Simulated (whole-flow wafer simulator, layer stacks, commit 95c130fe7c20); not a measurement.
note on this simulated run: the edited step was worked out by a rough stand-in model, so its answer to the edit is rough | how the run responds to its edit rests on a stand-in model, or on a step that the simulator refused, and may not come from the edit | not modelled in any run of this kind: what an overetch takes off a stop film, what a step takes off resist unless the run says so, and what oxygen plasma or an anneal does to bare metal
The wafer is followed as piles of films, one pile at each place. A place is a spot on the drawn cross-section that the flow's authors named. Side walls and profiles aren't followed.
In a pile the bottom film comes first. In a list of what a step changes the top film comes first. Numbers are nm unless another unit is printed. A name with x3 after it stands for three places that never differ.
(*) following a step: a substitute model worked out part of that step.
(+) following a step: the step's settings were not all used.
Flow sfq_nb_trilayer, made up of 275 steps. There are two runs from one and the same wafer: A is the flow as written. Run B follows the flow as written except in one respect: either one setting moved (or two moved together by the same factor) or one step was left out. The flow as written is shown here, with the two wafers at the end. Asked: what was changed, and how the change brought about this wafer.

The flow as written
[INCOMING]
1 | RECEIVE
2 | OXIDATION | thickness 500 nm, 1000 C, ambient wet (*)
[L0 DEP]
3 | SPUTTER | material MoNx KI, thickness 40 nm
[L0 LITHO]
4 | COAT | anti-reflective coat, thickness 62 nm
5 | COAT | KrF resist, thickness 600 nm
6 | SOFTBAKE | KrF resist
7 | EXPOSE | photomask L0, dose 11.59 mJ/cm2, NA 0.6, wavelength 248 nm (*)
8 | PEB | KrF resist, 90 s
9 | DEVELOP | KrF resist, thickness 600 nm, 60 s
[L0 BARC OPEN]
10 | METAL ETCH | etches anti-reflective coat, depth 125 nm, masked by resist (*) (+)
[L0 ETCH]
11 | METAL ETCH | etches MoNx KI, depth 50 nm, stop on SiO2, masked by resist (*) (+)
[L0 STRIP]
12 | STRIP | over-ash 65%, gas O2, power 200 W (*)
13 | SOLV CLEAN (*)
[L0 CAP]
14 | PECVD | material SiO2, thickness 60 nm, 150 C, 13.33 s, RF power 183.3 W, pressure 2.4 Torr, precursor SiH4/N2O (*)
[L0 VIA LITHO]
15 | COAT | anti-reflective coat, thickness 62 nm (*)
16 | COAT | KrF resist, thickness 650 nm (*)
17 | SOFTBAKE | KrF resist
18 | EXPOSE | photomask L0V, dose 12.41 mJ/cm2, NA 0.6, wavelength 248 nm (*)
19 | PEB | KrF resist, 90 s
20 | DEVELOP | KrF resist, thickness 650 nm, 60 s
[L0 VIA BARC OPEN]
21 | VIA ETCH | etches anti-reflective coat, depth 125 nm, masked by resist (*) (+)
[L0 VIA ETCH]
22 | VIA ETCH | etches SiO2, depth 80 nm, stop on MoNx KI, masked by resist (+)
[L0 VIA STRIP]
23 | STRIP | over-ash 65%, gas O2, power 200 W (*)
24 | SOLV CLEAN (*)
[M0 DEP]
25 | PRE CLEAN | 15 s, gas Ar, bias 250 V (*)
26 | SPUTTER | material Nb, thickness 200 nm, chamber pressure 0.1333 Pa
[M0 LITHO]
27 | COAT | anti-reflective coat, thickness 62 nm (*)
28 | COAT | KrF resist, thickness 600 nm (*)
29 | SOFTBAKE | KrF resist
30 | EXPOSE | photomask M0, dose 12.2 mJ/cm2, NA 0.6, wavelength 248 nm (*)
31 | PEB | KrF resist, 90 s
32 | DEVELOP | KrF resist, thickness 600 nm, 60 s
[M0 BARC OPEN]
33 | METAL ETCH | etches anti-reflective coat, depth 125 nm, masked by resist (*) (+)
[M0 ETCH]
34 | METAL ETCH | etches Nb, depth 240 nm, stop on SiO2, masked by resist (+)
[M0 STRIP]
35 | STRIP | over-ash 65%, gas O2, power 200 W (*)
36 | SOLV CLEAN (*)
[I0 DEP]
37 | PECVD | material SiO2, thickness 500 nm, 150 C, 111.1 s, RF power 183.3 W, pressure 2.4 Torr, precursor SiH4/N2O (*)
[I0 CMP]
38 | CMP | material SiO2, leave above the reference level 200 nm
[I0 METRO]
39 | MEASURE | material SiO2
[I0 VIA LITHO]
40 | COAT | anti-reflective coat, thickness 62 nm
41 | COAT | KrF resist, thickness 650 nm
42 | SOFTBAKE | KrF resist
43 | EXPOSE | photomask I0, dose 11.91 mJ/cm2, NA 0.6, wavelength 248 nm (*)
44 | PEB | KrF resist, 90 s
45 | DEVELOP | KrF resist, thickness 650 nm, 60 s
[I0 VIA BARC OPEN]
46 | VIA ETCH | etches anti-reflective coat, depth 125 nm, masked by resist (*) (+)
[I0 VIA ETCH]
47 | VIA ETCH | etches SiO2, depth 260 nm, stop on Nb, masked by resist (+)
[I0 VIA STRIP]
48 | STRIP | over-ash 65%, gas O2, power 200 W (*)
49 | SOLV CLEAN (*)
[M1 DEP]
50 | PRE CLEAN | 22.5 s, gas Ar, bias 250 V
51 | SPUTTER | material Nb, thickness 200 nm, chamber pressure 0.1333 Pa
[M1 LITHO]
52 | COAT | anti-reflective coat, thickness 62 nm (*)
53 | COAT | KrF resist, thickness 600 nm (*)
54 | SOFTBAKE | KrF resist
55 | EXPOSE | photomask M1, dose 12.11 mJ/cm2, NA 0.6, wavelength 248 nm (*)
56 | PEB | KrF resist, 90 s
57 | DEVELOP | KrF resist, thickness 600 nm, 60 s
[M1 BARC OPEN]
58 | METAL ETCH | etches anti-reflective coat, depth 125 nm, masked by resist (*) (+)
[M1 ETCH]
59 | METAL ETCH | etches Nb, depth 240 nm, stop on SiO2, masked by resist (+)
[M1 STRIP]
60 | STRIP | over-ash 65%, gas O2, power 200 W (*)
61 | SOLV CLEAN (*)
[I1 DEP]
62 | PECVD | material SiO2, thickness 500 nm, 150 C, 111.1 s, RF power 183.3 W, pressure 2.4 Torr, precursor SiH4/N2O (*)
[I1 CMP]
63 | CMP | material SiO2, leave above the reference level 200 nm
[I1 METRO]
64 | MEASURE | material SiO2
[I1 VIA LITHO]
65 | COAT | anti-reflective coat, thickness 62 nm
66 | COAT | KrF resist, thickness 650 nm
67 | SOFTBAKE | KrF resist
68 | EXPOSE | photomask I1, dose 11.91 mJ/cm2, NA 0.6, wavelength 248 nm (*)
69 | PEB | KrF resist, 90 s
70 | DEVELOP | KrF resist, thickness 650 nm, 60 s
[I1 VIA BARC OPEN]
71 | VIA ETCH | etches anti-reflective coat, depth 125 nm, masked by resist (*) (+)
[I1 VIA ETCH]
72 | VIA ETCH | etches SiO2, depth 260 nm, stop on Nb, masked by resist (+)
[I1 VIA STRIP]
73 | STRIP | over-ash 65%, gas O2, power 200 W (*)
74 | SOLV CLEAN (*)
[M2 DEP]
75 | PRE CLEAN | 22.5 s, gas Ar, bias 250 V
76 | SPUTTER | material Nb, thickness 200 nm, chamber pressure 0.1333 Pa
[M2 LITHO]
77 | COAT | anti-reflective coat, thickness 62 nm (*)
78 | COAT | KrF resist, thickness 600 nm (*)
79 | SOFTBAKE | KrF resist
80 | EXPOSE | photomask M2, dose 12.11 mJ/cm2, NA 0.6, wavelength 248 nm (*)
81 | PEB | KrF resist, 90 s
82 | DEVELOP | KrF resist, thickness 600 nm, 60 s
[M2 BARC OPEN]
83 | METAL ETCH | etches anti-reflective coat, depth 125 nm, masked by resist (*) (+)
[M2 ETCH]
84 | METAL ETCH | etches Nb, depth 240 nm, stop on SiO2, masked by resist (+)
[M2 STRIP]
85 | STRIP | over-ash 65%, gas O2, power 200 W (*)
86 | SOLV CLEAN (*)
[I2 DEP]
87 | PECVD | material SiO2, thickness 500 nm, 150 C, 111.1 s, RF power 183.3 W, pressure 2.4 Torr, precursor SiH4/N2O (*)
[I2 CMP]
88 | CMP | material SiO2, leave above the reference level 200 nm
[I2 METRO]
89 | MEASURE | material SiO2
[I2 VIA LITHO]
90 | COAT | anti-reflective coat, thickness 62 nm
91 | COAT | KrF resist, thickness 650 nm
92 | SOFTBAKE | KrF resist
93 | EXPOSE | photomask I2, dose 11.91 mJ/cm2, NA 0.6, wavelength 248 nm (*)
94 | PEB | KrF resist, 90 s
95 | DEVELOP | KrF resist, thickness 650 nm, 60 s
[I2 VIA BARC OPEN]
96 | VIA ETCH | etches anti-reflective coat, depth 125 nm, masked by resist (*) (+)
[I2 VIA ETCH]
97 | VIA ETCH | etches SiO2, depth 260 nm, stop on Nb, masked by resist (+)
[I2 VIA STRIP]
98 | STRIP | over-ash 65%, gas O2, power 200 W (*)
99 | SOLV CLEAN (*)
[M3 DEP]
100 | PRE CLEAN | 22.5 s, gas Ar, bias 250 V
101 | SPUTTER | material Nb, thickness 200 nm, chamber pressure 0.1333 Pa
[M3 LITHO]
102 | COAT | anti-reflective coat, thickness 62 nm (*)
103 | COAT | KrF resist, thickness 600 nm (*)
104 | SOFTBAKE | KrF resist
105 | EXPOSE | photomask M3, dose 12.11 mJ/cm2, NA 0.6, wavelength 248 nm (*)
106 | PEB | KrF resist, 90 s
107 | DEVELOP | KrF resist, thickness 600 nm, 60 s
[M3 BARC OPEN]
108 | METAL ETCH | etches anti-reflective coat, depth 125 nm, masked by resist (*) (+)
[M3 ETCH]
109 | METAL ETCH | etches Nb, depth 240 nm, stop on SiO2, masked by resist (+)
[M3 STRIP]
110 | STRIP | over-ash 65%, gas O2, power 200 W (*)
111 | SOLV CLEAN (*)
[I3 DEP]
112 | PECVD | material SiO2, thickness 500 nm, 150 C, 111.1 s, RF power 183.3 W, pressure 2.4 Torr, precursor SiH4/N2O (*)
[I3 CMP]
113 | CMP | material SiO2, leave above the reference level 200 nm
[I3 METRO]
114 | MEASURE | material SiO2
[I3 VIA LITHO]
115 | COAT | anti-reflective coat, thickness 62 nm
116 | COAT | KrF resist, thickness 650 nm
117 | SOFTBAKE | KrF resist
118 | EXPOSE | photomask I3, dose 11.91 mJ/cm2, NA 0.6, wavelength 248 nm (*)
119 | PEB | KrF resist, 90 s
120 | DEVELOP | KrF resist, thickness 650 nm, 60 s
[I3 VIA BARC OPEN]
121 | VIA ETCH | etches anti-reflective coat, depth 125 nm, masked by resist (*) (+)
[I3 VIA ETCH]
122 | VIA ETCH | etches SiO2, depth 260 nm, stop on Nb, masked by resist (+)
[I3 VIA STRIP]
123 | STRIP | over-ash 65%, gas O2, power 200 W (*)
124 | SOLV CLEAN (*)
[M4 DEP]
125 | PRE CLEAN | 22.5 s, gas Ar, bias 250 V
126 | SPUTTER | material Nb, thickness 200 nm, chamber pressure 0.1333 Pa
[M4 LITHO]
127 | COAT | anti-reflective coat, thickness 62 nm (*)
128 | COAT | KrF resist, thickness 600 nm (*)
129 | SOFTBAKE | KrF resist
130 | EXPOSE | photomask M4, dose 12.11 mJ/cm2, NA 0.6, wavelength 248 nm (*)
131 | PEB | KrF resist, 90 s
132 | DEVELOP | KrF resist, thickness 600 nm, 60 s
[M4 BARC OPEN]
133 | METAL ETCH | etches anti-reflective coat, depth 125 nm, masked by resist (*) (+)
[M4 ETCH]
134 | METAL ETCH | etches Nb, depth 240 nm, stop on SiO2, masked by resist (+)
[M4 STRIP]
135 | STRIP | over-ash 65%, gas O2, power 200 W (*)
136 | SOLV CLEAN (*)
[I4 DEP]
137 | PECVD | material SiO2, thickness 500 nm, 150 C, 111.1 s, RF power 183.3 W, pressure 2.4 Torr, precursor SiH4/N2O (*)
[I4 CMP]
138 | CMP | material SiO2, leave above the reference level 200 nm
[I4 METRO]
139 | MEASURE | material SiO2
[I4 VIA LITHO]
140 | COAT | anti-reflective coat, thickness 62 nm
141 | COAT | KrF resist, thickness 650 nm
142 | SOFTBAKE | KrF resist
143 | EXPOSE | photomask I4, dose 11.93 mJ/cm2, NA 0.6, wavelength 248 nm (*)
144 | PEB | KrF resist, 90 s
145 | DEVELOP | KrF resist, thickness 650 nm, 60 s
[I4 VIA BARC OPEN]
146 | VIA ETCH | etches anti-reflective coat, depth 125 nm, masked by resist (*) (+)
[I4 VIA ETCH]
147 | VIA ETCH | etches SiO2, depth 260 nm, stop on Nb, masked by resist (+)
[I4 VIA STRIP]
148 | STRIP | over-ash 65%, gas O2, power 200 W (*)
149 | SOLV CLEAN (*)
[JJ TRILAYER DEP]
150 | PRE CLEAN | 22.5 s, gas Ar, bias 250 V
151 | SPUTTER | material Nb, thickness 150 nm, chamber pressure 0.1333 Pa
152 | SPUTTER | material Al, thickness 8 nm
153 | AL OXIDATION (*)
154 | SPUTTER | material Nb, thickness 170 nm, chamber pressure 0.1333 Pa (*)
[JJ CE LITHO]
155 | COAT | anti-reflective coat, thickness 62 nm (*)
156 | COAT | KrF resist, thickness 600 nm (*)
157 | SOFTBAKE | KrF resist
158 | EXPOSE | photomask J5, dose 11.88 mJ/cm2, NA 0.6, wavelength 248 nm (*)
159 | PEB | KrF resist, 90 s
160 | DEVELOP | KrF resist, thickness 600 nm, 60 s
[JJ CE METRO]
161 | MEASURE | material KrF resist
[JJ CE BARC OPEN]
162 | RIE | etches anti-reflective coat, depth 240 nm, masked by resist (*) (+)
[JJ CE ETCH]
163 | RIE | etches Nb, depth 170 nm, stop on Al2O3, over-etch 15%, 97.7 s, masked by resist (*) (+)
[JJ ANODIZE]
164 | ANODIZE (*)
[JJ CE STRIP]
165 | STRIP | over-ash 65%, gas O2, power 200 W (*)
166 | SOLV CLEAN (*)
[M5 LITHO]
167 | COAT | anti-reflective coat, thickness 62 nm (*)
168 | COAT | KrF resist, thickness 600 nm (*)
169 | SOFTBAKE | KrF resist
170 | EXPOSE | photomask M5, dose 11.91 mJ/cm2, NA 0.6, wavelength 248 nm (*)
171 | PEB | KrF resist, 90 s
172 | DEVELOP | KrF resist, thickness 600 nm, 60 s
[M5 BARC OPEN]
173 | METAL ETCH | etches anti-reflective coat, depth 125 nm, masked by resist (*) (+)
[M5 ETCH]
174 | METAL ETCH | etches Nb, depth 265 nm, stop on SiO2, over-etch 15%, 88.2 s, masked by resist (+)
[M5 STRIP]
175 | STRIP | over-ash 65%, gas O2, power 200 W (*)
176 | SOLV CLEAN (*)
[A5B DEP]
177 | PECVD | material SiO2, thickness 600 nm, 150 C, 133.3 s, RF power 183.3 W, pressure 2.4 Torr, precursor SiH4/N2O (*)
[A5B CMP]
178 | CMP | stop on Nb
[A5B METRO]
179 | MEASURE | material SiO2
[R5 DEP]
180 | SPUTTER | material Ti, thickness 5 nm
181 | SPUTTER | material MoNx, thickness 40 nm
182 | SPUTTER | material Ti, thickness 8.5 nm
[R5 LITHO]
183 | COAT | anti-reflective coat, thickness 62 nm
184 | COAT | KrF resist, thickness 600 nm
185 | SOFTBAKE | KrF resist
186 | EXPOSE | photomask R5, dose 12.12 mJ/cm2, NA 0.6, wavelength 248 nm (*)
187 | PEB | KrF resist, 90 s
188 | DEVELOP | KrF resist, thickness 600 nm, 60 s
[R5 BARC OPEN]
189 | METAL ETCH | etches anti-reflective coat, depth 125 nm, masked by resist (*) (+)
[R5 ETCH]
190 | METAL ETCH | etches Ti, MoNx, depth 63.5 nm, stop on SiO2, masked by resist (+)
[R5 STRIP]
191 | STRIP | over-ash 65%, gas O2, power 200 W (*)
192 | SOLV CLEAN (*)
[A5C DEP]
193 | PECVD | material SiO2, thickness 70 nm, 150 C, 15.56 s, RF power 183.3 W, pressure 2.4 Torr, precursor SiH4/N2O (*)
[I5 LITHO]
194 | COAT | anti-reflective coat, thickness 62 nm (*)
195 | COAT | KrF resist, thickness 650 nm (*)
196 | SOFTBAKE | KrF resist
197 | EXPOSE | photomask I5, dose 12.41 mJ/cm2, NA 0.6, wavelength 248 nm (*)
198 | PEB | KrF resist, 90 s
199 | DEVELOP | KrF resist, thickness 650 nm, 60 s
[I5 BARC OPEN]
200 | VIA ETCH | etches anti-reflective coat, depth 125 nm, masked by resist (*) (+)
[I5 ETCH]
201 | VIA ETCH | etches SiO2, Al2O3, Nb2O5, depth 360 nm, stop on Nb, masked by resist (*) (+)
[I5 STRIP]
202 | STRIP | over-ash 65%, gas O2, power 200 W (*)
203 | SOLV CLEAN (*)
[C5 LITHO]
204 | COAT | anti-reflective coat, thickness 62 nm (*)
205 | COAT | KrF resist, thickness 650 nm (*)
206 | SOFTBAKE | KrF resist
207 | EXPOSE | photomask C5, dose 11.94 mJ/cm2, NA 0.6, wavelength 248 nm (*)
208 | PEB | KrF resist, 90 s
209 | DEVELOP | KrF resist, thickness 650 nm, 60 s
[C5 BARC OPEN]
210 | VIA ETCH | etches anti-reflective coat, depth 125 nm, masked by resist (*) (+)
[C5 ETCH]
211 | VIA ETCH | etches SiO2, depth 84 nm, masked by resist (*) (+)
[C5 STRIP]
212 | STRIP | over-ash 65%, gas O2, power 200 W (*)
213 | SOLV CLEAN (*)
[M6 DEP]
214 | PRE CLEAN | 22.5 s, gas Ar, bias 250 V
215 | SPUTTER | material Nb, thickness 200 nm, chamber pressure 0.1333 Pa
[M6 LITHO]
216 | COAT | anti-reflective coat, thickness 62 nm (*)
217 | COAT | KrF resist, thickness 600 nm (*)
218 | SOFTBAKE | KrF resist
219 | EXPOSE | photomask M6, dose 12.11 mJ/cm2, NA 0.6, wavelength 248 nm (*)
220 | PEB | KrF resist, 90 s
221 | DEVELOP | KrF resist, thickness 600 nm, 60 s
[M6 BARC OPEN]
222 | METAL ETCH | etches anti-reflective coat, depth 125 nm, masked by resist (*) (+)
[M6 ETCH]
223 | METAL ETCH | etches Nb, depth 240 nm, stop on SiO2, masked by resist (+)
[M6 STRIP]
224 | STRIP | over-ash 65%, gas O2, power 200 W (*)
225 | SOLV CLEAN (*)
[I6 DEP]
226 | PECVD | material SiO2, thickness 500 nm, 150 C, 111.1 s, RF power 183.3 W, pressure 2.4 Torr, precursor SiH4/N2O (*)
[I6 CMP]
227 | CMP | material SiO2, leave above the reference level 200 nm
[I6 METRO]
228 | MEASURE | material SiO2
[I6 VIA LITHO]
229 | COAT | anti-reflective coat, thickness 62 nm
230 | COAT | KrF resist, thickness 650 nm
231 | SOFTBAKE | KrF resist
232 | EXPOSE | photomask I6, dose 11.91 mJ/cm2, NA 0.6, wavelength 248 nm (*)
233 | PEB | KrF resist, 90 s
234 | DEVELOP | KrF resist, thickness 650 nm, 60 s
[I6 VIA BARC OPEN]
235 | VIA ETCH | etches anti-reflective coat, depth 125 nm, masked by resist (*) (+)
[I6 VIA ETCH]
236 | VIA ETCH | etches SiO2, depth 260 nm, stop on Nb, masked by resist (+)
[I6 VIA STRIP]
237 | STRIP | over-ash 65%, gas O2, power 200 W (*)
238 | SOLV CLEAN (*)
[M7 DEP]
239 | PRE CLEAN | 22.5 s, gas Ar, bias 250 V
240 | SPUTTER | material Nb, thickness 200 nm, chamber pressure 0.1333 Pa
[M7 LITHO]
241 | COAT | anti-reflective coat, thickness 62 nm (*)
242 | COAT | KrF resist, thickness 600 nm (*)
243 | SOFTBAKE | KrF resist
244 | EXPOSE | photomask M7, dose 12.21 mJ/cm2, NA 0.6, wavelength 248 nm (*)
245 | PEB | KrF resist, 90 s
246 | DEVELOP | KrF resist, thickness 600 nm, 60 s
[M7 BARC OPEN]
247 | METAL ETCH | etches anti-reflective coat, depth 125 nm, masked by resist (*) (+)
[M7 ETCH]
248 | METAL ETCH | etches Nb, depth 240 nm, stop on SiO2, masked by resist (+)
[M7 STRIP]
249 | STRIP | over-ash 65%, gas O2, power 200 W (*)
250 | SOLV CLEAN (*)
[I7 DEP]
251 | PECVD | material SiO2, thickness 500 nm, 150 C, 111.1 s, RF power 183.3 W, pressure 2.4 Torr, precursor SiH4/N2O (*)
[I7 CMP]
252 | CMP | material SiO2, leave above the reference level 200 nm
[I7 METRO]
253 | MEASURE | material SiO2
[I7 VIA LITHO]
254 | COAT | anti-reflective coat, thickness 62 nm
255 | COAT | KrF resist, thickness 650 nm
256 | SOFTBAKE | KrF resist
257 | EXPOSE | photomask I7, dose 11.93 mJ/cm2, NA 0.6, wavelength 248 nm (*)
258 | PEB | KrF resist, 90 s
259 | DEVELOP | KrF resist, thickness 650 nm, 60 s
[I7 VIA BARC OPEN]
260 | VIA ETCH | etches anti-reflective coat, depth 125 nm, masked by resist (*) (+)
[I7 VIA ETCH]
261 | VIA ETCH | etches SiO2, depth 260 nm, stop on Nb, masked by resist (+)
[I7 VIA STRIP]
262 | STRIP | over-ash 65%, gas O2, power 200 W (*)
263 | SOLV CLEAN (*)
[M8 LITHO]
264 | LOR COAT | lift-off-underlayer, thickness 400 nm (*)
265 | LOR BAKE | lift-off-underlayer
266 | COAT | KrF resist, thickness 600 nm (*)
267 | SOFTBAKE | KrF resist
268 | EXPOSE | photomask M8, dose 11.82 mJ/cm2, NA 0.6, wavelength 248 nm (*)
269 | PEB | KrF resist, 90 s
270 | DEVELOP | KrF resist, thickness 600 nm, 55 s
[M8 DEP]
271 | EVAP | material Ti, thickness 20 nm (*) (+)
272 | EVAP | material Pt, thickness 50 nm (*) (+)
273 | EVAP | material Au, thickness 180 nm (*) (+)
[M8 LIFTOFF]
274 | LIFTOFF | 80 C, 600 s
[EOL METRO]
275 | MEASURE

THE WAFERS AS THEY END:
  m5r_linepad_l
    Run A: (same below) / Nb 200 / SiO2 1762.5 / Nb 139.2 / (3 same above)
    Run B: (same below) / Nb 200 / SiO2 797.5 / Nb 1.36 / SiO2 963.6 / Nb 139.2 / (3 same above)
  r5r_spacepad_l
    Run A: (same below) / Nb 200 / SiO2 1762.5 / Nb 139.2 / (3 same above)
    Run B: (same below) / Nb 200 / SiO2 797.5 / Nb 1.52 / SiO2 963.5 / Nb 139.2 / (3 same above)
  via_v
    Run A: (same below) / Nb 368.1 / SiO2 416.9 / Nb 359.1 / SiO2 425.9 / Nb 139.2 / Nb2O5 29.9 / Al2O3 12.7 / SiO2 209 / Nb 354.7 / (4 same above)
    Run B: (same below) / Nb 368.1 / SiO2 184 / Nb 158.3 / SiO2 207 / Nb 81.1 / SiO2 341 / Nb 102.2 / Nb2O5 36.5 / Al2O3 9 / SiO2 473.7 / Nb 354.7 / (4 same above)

The reason: step 87, PECVD: thickness 220 nm was run, whereas the flow has thickness 500 nm; step 87, PECVD: 48.89 s was run, where the flow has 111.1 s.

Step by step, how the change led to this:
  87 | PECVD | material SiO2, thickness 500 nm, 150 C, 111.1 s, RF power 183.3 W, pressure 2.4 Torr, precursor SiH4/N2O (*)
      field_l, be, be_sur and 81 more: A SiO2 gains 500 | B SiO2 gains 220
      v_sur, via_wl, via_w and 18 more: A SiO2 gains 500 (new film) | B SiO2 gains 220 (new film)
      (and at 1 other place as well)
  88 | CMP | material SiO2, leave above the reference level 200 nm
      field_l, be, be_sur and 81 more: A SiO2 loses 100 | B nothing
      via_v: A SiO2 loses 181.6 | B nothing
      (and at 21 other places as well)
  90 | COAT | anti-reflective coat, thickness 62 nm
      m0r_space_l, m0r_space_r, m6r_space_l, m6r_space_r, m7r_space_l, m7r_space_r: A anti-reflective coat gains 62 (new film) | B anti-reflective coat gains 81.3 (new film)
      p3_s1, p3_s3, p3_l4, p3_s4: A anti-reflective coat gains 62 (new film) | B anti-reflective coat gains 64 (new film)
      (and at 72 other places as well)
  91 | COAT | KrF resist, thickness 650 nm
      m0r_line_l, m0r_line_r, m6r_line_l, m6r_line_r, m7r_line_l, m7r_line_r: A KrF resist gains 650 (new film) | B KrF resist gains 684.6 (new film)
      m0r_space_l, m0r_space_r, m6r_space_l, m6r_space_r, m7r_space_l, m7r_space_r: A KrF resist gains 650 (new film) | B KrF resist gains 673.9 (new film)
      (and at 55 other places as well)
  95 | DEVELOP | KrF resist, thickness 650 nm, 60 s
      via_w: A KrF resist loses 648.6 (all of it) | B KrF resist loses 585.2 (all of it)
  96 | VIA ETCH | etches anti-reflective coat, depth 125 nm, masked by resist (*) (+)
      field_l, v_sur, via_wl and 102 more: A KrF resist loses 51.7 | B KrF resist loses 39.6
      via_w: A anti-reflective coat loses 62 (all of it), SiO2 loses 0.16 | B anti-reflective coat loses 47.6 (all of it), SiO2 loses 0.12
  98 | STRIP | over-ash 65%, gas O2, power 200 W (*)
      m0r_line_l, m0r_line_r, m6r_line_l, m6r_line_r, m7r_line_l, m7r_line_r: A KrF resist loses 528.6 (all of it), anti-reflective coat loses 62 (all of it) | B KrF resist loses 575.1 (all of it), anti-reflective coat loses 61.8 (all of it)
      m0r_space_l, m0r_space_r, m6r_space_l, m6r_space_r, m7r_space_l, m7r_space_r: A KrF resist loses 528.6 (all of it), anti-reflective coat loses 62 (all of it) | B KrF resist loses 564.5 (all of it), anti-reflective coat loses 81.3 (all of it)
      (and at 93 other places as well)
  101 | SPUTTER | material Nb, thickness 200 nm, chamber pressure 0.1333 Pa
      via_v: A Nb gains 200 (new film) | B Nb gains 158.3 (new film)
  102 | COAT | anti-reflective coat, thickness 62 nm (*)
      p3_s1, p3_s3, p3_l4, p3_s4: A anti-reflective coat gains 62 (new film) | B anti-reflective coat gains 63.9 (new film)
      p3_l2, p3_s2, p3_s5: A anti-reflective coat gains 62 (new film) | B anti-reflective coat gains 64.1 (new film)
      (and at 73 other places as well)
  103 | COAT | KrF resist, thickness 600 nm (*)
      m0r_space_r, m5r_space_l, m5r_space_r, m6r_space_r, m7r_space_r: A KrF resist gains 600 (new film) | B KrF resist gains 623.7 (new film)
      wl_j_sl, m8r_pad_l, m8r_pad_r: A KrF resist gains 600 (new film) | B KrF resist gains 572.1 (new film)
      (and at 61 other places as well)
  107 | DEVELOP | KrF resist, thickness 600 nm, 60 s
      m0r_space_r, m5r_space_l, m5r_space_r, m6r_space_r, m7r_space_r: A KrF resist loses 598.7 (all of it) | B KrF resist loses 622.4 (all of it)
      m0r_line_l, m6r_line_l, m7r_line_l: A KrF resist loses 598.7 (all of it) | B KrF resist loses 631.1 (all of it)
      (and at 38 other places as well)
  108 | METAL ETCH | etches anti-reflective coat, depth 125 nm, masked by resist (*) (+)
      m5r_linepad_l, m5r_linepad_r, r5r_spacepad_l, r5r_spacepad_r, m8r_pad_l, m8r_pad_r: A anti-reflective coat loses 62 (all of it) | B anti-reflective coat loses 125
      v_sur, via_wl, via_w and 28 more: A KrF resist loses 51.7 | B KrF resist loses 69.4
      (and at 47 other places as well)
  109 | METAL ETCH | etches Nb, depth 240 nm, stop on SiO2, masked by resist (+)
      m5r_linepad_l, m5r_linepad_r: A Nb loses 200 (all of it) | B anti-reflective coat loses 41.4 (all of it), Nb loses 198.6
      r5r_spacepad_l, r5r_spacepad_r: A Nb loses 200 (all of it) | B anti-reflective coat loses 41.5 (all of it), Nb loses 198.5
      (and at 2 other places as well)
  110 | STRIP | over-ash 65%, gas O2, power 200 W (*)
      v_sur: A KrF resist loses 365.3 (all of it), anti-reflective coat loses 61.1 (all of it) | B KrF resist loses 271.8 (all of it), anti-reflective coat loses 38.1 (all of it)
      via_wl: A KrF resist loses 384.2 (all of it), anti-reflective coat loses 34.2 (all of it) | B KrF resist loses 286.5 (all of it), anti-reflective coat loses 27.6 (all of it)
      (and at 28 other places as well)
  112 | PECVD | material SiO2, thickness 500 nm, 150 C, 111.1 s, RF power 183.3 W, pressure 2.4 Torr, precursor SiH4/N2O (*)
      m5r_linepad_l, m5r_linepad_r, r5r_spacepad_l, r5r_spacepad_r: A SiO2 gains 500 | B SiO2 gains 500 (new film)
      via_v: A SiO2 gains 500 (new film) | B SiO2 gains 631.7 (new film)
  113 | CMP | material SiO2, leave above the reference level 200 nm
      field_l, be, be_sur and 64 more: A SiO2 loses 100 | B nothing
      p4_g1, p4_g2, p3_s0, p3_s1, p3_s2, p3_s3, p3_s4, p3_s5: A SiO2 loses 157.1 | B nothing
      (and at 10 other places as well)
  ... 33 other steps ...
  178 | CMP | stop on Nb
      via_v: A SiO2 loses 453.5 | B SiO2 loses 340.8
If metal films that touch count as one body, m5r_linepad_l has 3 bodies (between them, from the top down: SiO2 963.6; SiO2 797.5); the flow as written gives 2 bodies (between them, from the top down: SiO2 1762.5).
If metal films that touch count as one body, r5r_spacepad_l has 3 bodies (between them, from the top down: SiO2 963.5; SiO2 797.5); the flow as written gives 2 bodies (between them, from the top down: SiO2 1762.5).
If metal films that touch count as one body, via_v has 7 bodies (between them, from the top down: SiO2 437.8; SiO2 473.7 / Al2O3 9 / Nb2O5 36.5; SiO2 341; SiO2 207; SiO2 184; SiO2 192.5); the flow as written gives 6 bodies (between them, from the top down: SiO2 437.8; SiO2 209 / Al2O3 12.7 / Nb2O5 29.9; SiO2 425.9; SiO2 416.9; SiO2 192.5).
